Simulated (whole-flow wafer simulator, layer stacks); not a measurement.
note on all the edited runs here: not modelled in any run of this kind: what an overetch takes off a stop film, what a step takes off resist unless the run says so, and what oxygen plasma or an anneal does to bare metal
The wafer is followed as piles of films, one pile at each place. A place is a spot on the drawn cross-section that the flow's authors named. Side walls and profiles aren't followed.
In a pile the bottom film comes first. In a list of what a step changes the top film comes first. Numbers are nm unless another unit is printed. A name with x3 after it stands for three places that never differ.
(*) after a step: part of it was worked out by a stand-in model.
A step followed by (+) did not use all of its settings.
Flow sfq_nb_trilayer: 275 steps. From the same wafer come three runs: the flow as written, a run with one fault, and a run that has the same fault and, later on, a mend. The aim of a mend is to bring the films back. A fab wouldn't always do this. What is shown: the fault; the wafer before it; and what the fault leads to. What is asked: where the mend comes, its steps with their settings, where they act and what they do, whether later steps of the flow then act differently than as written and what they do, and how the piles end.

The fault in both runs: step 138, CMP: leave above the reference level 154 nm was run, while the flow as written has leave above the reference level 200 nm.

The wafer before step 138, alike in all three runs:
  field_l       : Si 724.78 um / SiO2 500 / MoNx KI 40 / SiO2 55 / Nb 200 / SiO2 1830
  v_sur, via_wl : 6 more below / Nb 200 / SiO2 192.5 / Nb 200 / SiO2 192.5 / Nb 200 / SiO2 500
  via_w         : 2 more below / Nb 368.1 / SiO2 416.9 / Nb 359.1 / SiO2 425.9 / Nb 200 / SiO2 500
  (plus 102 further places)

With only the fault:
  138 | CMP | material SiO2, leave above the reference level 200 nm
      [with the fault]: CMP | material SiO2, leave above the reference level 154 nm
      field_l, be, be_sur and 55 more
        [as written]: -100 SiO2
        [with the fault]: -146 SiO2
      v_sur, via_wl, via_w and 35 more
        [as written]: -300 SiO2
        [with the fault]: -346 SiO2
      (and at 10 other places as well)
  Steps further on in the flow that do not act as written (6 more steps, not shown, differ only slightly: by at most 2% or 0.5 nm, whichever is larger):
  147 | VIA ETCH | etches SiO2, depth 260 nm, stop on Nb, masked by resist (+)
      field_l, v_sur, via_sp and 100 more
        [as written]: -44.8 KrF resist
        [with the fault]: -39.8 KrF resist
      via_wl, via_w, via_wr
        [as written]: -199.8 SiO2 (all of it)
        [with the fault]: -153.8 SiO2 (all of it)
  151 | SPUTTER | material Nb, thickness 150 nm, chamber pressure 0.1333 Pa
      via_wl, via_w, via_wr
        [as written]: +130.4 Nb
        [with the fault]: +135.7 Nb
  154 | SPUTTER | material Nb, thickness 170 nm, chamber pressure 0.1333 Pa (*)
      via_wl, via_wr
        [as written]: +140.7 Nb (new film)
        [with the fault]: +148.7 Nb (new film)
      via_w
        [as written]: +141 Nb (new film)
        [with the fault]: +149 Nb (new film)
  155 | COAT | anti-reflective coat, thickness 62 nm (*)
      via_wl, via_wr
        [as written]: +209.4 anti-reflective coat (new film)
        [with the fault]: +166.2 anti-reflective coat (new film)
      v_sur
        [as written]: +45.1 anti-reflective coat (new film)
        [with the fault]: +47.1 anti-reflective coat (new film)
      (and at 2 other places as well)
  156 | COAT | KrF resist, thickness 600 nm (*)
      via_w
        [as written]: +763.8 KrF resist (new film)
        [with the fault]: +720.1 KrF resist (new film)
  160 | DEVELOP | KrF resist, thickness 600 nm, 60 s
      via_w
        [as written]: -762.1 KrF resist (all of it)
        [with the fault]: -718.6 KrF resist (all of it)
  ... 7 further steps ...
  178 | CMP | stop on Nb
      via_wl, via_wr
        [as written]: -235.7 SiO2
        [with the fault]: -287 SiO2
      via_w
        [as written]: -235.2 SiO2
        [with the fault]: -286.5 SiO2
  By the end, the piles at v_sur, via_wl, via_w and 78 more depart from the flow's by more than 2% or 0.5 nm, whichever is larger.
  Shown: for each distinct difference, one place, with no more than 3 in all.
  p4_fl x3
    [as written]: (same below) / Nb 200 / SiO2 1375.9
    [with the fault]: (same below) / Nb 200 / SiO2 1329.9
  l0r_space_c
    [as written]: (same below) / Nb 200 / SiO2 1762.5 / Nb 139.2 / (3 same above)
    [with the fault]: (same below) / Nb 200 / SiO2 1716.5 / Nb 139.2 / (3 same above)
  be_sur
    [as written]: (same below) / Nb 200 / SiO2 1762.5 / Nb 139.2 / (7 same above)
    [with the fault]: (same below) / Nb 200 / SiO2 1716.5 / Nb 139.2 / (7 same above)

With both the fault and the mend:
  The mend follows step 139.
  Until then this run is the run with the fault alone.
  139a | PECVD | material SiO2, thickness 46 nm, 150 C, 10.22 s, RF power 183.3 W, pressure 2.4 Torr, precursor SiH4/N2O (the flow's step 137 again, with other settings)
      field_l, v_sur, via_wl and 103 more
        +46 SiO2
  Later steps of the flow that are run all act as written at every place that is followed, up to a difference of at most 2% or 0.5 nm, whichever is larger.
  At every place that both follow, the piles at the end match the flow's.
